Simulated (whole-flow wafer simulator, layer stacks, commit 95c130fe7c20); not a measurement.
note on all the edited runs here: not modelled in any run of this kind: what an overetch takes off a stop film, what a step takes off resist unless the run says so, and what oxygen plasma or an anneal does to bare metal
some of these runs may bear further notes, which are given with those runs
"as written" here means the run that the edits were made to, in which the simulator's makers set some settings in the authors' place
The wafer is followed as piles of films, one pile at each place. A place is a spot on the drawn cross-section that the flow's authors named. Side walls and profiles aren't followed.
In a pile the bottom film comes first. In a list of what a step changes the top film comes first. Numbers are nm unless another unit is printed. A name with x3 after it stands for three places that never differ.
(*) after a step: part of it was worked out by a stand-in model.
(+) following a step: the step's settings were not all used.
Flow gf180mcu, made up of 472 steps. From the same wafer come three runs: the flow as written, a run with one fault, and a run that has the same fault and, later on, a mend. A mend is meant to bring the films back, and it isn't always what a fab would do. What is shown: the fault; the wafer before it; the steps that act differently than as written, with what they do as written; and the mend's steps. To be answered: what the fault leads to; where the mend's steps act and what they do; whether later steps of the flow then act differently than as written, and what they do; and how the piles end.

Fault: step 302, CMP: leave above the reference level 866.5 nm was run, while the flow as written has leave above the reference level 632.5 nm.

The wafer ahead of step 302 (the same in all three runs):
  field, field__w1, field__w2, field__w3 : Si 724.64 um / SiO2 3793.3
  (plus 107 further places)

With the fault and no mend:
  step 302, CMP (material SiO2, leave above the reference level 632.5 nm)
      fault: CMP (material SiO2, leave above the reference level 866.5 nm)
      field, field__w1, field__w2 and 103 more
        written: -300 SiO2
        fault: -66 SiO2
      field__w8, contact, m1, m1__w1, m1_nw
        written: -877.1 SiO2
        fault: -643.1 SiO2
  Steps further on in the flow that do not act as written:
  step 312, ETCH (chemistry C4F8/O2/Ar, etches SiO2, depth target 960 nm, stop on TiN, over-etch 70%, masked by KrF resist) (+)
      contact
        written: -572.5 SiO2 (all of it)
        fault: -806.5 SiO2 (all of it)
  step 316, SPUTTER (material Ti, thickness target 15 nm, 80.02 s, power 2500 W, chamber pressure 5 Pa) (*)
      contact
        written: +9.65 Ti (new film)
        fault: +8.43 Ti (new film)
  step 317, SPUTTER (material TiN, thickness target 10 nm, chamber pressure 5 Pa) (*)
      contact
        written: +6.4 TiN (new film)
        fault: +5.59 TiN (new film)
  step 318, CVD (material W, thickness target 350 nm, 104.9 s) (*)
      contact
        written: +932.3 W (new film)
        fault: +1168.3 W (new film)
  By the end, the piles at field, field__w1, field__w2 and 109 more depart from the flow's by more than 2% or 0.5 nm, whichever is larger.
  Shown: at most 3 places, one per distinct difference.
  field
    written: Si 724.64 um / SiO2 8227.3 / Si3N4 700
    fault: Si 724.64 um / SiO2 8461.3 / Si3N4 700
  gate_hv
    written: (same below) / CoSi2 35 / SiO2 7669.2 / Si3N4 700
    fault: (same below) / CoSi2 35 / SiO2 7903.2 / Si3N4 700
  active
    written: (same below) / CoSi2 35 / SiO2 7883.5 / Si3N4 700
    fault: (same below) / CoSi2 35 / SiO2 8117.5 / Si3N4 700

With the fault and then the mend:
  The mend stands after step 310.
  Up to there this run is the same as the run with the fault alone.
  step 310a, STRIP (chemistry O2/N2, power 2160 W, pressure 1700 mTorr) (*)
      field, field__w1, field__w2 and 107 more
        -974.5 KrF resist (all of it), -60 anti-reflective coat (all of it)
      contact
        -60 anti-reflective coat (all of it)
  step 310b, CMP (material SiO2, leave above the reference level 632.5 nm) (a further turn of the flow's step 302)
      field, field__w1, field__w2 and 108 more
        -234 SiO2
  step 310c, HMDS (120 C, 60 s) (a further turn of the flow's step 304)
      alters no film at any place that is followed
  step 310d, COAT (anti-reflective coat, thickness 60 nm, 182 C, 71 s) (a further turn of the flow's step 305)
      field, field__w1, field__w2 and 108 more
        +60 anti-reflective coat (new film)
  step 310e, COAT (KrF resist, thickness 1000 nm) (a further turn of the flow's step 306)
      field, field__w1, field__w2 and 108 more
        +1000 KrF resist (new film)
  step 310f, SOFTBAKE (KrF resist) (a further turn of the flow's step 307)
      alters no film at any place that is followed
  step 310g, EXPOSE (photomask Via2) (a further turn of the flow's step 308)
      alters no film at any place that is followed
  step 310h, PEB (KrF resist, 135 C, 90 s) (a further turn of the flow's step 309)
      field, field__w1, field__w2 and 108 more
        -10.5 KrF resist
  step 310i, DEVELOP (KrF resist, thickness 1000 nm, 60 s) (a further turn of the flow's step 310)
      field, field__w1, field__w2 and 107 more
        -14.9 KrF resist
      contact
        -989.5 KrF resist (all of it)
  None of the later steps of the flow acts differently than as written at any place that is followed.
  At every place that both follow, the piles at the end match the flow's.
